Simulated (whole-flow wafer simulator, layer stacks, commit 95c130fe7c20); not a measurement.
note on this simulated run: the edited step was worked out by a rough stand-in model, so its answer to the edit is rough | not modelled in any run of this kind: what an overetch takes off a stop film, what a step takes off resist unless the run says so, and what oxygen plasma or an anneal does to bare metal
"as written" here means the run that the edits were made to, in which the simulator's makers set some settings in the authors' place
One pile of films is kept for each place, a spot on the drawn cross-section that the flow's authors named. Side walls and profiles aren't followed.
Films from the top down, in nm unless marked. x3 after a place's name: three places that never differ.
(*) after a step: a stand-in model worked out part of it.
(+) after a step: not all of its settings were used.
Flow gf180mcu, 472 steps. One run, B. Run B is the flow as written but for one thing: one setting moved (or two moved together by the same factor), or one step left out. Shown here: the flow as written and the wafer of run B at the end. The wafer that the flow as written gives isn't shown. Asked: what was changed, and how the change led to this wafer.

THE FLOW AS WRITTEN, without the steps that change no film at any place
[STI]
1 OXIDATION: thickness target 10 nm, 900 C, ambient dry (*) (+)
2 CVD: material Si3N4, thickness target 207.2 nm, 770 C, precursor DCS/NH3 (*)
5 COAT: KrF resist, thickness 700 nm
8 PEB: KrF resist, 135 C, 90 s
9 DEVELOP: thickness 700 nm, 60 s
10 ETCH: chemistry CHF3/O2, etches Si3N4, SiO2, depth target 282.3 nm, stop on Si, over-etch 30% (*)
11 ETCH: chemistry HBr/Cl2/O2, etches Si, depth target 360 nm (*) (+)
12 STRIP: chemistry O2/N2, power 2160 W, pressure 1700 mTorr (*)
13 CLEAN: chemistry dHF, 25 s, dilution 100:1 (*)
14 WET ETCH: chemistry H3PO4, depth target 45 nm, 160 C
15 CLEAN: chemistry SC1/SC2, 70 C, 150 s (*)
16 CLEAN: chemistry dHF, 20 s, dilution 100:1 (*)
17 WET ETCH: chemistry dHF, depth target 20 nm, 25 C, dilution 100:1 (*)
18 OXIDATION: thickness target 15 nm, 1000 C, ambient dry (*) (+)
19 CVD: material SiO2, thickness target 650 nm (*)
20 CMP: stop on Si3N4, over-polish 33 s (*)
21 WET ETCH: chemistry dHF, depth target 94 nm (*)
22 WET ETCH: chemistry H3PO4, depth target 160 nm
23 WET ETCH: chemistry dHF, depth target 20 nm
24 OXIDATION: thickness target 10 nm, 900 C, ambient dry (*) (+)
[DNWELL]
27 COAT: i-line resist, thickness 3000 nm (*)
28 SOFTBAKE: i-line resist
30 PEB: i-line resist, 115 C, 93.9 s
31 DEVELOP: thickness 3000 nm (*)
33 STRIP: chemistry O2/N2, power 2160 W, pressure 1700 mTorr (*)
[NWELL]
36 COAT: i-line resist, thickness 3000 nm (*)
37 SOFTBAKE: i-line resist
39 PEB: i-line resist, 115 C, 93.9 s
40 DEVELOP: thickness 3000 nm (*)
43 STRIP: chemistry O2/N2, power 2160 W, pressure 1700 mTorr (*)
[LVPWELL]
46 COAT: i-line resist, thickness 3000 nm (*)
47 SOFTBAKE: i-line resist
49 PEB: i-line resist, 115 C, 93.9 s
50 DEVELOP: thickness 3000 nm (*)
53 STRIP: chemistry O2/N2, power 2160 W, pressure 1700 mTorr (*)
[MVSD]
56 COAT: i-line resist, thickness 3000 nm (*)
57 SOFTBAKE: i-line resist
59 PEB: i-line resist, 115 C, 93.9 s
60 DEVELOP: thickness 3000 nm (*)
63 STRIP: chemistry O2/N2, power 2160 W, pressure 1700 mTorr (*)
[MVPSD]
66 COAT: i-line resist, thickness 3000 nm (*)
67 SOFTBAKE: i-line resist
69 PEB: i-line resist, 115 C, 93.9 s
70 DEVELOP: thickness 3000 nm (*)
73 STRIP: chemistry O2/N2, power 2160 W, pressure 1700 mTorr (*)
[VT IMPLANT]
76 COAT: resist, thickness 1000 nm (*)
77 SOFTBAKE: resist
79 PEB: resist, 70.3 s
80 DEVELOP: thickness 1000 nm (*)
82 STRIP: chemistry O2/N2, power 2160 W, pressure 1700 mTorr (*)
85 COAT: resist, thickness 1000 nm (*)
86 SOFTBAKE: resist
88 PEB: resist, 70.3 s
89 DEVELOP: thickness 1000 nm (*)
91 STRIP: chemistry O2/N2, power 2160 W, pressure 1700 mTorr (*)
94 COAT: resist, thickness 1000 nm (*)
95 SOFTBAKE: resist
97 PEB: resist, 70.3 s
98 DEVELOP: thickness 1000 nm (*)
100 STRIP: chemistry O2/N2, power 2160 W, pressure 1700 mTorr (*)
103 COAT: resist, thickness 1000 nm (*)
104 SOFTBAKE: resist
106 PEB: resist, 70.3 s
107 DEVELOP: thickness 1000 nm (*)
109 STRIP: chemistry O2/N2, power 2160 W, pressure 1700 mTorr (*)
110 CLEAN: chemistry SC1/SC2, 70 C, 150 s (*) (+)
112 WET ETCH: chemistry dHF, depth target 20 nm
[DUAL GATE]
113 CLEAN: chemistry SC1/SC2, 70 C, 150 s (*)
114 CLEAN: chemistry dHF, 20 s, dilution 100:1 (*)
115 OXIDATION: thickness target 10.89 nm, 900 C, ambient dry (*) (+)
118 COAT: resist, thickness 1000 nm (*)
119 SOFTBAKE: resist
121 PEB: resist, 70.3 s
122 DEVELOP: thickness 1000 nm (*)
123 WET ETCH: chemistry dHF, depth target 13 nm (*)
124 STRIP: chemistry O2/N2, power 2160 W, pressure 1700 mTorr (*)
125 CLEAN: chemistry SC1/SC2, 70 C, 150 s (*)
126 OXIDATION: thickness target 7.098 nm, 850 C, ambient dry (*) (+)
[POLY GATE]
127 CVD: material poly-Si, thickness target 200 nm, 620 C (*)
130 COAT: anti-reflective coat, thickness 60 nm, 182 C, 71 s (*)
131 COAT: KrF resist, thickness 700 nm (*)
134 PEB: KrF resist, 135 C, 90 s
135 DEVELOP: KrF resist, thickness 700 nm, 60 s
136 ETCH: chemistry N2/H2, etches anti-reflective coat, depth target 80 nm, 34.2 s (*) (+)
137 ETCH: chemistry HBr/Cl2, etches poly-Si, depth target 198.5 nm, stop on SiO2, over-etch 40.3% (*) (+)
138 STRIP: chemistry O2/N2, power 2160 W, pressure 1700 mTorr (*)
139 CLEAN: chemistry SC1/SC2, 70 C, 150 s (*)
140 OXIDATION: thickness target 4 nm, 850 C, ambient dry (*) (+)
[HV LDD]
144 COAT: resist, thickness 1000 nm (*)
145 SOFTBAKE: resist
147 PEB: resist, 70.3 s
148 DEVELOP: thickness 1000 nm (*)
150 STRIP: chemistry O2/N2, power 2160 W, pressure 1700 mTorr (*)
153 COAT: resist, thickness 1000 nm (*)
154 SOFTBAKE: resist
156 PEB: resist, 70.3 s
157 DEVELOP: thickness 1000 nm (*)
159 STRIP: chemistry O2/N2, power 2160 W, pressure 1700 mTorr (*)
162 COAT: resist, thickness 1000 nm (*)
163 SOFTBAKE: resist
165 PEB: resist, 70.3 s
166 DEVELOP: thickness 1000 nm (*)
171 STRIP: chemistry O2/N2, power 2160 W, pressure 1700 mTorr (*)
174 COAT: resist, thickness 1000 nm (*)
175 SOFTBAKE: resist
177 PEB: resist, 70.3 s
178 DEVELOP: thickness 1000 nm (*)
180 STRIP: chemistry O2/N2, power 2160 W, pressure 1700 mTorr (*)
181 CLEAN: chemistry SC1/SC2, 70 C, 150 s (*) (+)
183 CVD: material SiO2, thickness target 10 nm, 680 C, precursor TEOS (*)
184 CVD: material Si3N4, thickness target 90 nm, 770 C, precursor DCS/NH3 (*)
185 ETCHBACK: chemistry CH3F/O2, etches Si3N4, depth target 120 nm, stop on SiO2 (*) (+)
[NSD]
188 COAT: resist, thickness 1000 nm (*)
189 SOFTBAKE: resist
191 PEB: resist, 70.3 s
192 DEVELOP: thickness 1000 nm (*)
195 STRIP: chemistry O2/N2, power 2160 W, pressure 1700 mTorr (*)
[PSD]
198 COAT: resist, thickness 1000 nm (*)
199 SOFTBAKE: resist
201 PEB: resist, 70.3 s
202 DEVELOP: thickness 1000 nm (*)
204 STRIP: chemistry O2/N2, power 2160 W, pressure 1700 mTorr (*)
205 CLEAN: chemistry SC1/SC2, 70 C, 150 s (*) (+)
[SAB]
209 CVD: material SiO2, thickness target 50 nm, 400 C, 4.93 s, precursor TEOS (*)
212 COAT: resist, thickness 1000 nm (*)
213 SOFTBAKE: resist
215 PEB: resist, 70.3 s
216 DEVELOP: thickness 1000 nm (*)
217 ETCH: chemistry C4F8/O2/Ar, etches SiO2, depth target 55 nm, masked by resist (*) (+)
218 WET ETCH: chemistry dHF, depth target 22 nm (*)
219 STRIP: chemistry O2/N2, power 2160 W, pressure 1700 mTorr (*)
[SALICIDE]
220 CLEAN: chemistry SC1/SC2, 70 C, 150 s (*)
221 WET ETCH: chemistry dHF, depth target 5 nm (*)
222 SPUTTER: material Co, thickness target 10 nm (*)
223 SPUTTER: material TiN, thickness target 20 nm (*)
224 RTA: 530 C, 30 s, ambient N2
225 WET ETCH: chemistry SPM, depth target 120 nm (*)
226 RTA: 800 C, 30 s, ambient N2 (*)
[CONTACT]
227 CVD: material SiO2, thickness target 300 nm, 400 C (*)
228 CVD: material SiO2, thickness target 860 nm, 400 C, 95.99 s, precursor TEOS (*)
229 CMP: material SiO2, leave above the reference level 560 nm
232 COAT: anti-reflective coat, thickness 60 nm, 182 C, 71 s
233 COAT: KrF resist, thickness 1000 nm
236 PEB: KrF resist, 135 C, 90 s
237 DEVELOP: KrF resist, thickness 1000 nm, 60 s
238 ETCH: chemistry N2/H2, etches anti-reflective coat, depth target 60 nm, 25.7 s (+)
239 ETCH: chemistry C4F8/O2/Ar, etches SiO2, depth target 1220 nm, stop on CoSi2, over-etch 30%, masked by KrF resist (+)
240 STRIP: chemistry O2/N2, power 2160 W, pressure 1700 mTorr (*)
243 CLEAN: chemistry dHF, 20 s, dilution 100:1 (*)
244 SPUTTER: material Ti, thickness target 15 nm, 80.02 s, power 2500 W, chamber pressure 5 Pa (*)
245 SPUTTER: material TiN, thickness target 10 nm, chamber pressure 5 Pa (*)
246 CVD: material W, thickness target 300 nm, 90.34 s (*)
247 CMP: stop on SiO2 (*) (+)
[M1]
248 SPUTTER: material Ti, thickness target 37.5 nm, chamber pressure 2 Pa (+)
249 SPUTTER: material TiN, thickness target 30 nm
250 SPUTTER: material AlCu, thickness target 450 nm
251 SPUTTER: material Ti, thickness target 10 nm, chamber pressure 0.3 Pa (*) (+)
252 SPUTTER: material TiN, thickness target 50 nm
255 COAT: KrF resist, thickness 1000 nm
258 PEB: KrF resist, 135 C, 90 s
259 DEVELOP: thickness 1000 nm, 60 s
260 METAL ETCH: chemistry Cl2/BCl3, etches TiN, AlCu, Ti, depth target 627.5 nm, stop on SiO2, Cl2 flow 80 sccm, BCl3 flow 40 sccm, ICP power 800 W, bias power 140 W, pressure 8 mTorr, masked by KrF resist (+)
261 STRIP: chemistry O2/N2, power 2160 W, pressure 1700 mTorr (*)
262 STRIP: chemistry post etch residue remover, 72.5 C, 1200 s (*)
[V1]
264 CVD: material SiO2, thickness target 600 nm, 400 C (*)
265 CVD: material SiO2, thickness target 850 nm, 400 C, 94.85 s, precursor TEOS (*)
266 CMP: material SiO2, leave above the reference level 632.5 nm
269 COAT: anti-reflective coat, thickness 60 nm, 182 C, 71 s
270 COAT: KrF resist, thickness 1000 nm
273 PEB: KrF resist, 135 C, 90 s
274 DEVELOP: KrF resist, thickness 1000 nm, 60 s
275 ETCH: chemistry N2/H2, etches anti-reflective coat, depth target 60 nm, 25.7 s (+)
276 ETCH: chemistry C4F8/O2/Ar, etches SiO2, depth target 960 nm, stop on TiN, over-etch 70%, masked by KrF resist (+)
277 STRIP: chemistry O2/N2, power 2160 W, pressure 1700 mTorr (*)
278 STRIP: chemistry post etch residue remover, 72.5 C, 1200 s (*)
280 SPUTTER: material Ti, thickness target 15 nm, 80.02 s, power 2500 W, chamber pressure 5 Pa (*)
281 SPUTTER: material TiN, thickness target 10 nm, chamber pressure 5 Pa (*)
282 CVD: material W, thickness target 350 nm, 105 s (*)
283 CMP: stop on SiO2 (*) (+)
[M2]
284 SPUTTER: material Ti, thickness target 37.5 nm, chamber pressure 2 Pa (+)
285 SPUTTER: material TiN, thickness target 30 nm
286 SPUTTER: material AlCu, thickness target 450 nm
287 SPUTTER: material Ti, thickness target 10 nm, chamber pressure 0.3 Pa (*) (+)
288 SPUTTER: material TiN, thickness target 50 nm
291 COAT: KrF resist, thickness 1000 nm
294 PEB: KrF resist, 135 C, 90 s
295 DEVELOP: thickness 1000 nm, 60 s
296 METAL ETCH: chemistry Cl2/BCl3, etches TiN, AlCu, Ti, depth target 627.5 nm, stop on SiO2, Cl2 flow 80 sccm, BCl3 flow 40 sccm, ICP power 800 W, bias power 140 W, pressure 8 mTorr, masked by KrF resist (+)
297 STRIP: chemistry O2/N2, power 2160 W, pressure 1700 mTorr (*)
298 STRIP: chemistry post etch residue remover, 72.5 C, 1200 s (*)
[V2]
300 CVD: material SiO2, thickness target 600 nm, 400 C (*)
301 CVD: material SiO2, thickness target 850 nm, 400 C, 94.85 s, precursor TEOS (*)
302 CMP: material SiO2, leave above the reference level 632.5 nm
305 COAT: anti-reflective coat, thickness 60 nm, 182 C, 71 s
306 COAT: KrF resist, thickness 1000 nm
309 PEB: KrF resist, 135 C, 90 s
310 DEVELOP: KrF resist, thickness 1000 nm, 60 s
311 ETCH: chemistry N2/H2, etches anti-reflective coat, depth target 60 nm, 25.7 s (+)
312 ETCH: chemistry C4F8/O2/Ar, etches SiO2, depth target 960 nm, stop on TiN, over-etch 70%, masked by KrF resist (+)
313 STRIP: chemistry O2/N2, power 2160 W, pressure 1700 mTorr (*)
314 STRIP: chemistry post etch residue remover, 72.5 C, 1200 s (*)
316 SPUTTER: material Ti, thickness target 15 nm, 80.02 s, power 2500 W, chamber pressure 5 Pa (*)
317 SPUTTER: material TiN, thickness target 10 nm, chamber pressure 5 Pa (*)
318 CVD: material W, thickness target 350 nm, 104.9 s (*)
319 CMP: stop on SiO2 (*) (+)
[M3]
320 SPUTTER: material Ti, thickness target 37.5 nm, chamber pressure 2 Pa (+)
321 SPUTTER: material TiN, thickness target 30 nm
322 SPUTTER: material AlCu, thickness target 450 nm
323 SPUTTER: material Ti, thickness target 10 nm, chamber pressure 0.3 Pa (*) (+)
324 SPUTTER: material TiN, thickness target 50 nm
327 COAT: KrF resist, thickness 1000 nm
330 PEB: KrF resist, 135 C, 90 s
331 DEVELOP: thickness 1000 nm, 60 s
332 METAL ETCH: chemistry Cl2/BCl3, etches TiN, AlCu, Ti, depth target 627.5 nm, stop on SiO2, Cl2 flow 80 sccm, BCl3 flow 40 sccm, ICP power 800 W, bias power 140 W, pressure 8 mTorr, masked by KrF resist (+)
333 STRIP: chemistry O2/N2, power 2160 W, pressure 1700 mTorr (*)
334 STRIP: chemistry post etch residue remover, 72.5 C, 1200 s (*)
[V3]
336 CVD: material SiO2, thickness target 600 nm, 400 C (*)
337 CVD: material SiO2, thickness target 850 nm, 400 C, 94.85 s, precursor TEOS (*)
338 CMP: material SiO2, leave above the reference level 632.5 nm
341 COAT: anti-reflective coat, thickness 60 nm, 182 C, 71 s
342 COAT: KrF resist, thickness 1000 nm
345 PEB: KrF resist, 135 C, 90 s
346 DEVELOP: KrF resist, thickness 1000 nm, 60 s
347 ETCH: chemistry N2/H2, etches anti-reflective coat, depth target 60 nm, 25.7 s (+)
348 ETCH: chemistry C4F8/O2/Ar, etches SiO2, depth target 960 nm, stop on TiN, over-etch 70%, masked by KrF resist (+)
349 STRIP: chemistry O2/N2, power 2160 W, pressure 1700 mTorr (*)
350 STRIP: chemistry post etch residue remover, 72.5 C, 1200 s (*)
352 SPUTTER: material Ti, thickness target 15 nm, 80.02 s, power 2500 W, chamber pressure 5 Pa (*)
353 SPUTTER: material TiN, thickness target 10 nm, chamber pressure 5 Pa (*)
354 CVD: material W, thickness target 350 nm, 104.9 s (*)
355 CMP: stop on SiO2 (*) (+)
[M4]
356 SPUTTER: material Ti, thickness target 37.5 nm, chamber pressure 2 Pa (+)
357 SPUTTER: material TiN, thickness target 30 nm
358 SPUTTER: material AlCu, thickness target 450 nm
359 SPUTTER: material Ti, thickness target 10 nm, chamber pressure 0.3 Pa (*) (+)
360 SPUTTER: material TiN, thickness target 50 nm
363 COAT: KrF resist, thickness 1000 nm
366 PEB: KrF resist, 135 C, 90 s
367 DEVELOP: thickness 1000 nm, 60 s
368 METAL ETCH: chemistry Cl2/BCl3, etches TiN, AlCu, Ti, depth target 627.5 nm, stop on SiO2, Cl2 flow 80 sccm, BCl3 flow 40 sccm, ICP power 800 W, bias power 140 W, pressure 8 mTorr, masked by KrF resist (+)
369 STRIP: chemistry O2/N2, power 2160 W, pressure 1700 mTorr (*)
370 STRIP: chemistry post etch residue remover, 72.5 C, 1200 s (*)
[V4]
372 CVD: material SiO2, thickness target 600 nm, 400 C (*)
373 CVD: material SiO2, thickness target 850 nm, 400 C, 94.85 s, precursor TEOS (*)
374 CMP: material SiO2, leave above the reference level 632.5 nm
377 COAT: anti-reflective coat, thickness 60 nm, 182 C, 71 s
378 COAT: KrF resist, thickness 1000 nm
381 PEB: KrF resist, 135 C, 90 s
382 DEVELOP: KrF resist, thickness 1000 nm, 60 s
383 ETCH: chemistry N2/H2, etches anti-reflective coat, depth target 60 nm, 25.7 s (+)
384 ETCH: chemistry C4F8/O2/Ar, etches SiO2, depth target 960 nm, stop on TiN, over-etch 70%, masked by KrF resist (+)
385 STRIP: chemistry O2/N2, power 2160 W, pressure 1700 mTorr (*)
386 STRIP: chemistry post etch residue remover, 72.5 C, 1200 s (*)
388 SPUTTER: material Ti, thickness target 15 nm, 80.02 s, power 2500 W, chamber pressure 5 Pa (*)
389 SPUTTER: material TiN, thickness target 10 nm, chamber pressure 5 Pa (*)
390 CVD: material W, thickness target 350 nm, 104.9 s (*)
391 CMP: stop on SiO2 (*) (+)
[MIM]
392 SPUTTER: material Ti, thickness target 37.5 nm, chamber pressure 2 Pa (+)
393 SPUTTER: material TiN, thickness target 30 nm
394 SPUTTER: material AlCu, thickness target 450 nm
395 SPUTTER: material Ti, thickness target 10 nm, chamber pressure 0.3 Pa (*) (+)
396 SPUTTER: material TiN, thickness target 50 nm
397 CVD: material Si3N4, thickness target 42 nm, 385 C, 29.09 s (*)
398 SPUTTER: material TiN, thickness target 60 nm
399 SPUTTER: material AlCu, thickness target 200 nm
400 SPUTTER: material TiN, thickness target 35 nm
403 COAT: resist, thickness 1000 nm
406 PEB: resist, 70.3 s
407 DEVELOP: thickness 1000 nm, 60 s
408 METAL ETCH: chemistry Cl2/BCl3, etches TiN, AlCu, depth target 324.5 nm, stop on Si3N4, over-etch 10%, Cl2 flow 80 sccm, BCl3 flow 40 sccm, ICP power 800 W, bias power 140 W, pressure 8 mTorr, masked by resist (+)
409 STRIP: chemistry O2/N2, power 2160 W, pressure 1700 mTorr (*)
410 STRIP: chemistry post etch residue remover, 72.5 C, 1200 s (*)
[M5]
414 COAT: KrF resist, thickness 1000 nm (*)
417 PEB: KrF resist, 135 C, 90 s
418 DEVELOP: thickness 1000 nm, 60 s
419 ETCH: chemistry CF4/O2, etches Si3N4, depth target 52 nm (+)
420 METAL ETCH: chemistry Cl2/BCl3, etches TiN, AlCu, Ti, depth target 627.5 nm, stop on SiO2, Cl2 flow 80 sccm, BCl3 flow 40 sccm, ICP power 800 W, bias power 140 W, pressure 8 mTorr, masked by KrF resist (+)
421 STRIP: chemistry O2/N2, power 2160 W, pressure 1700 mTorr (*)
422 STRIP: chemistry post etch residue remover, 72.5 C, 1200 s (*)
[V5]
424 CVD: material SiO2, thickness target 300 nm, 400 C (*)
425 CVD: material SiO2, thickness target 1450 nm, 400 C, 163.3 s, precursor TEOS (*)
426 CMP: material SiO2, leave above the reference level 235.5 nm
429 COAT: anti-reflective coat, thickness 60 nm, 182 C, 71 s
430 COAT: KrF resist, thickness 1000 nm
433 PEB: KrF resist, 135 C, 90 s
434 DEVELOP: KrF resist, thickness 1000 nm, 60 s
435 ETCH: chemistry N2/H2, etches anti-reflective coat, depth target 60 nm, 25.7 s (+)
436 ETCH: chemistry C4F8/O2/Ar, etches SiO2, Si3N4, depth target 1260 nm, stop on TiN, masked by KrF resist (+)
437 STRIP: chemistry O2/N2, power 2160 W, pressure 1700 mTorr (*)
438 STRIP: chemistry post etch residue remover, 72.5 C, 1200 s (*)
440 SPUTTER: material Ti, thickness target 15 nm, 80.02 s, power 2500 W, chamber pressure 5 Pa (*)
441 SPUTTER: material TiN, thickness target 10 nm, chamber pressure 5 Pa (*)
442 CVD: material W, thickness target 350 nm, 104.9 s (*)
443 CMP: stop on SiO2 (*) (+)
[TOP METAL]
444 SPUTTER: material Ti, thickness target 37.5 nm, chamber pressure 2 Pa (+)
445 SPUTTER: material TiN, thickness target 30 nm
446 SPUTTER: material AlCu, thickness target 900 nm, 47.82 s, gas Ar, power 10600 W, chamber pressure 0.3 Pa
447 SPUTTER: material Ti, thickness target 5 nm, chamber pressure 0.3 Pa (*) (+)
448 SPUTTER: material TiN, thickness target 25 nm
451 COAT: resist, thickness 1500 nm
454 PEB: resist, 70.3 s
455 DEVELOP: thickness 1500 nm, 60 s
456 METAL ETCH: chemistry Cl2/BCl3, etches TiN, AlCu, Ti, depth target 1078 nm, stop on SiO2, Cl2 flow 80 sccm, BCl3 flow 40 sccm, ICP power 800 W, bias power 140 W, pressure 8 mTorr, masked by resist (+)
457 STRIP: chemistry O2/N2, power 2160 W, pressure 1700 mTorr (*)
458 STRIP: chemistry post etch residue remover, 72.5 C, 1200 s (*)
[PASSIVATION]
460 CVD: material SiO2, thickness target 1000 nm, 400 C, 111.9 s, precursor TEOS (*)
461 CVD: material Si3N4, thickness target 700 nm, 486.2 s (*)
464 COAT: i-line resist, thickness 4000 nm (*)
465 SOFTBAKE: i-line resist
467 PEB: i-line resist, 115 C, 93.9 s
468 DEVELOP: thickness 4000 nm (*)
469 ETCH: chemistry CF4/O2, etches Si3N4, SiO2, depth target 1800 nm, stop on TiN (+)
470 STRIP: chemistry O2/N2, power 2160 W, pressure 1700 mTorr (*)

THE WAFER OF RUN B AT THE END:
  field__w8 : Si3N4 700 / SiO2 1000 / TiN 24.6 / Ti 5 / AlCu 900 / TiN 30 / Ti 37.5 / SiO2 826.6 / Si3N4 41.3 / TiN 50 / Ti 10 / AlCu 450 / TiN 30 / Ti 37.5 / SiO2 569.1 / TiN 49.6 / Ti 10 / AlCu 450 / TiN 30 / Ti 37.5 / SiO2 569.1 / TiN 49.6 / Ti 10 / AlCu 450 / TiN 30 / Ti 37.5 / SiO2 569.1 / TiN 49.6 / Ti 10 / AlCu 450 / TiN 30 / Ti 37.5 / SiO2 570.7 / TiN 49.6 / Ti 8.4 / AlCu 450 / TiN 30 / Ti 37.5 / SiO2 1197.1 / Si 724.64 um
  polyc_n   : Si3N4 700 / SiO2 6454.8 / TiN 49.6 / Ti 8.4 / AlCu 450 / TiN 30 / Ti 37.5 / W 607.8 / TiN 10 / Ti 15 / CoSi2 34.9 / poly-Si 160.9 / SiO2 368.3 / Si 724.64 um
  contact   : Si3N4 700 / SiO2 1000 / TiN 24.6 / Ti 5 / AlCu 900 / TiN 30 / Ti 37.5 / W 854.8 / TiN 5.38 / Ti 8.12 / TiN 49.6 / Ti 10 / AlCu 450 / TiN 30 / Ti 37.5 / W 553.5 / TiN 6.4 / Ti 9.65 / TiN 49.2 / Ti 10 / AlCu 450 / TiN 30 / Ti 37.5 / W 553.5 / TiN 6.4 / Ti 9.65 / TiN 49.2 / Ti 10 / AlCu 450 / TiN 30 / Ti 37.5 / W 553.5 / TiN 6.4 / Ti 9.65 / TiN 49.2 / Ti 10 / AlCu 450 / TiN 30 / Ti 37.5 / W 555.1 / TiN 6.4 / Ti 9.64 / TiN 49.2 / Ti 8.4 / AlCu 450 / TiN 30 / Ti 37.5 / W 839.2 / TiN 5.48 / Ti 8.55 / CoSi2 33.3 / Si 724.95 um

The cause: step 251, SPUTTER: thickness target 8.4 nm was run, where the flow has thickness target 10 nm.
It can be read off the wafer: field__w8 has Ti 8.4, and step 251 as written asks for 10 nm.

How the change led to this, step by step:
  251 SPUTTER: material Ti, thickness target 10 nm, chamber pressure 0.3 Pa (*) (+)
      field, field__w1, field__w2 and 108 more: Ti +8.4 (new film) (as written it would be: Ti +10 (new film))
  260 METAL ETCH: chemistry Cl2/BCl3, etches TiN, AlCu, Ti, depth target 627.5 nm, stop on SiO2, Cl2 flow 80 sccm, BCl3 flow 40 sccm, ICP power 800 W, bias power 140 W, pressure 8 mTorr, masked by KrF resist (+)
      field, field__w1, field__w2 and 99 more: TiN -50 (all of it), Ti -8.4 (all of it), AlCu -450 (all of it), TiN -30 (all of it), Ti -37.5 (all of it) (as written it would be: TiN -50 (all of it), Ti -10 (all of it), AlCu -450 (all of it), TiN -30 (all of it), Ti -37.5 (all of it))
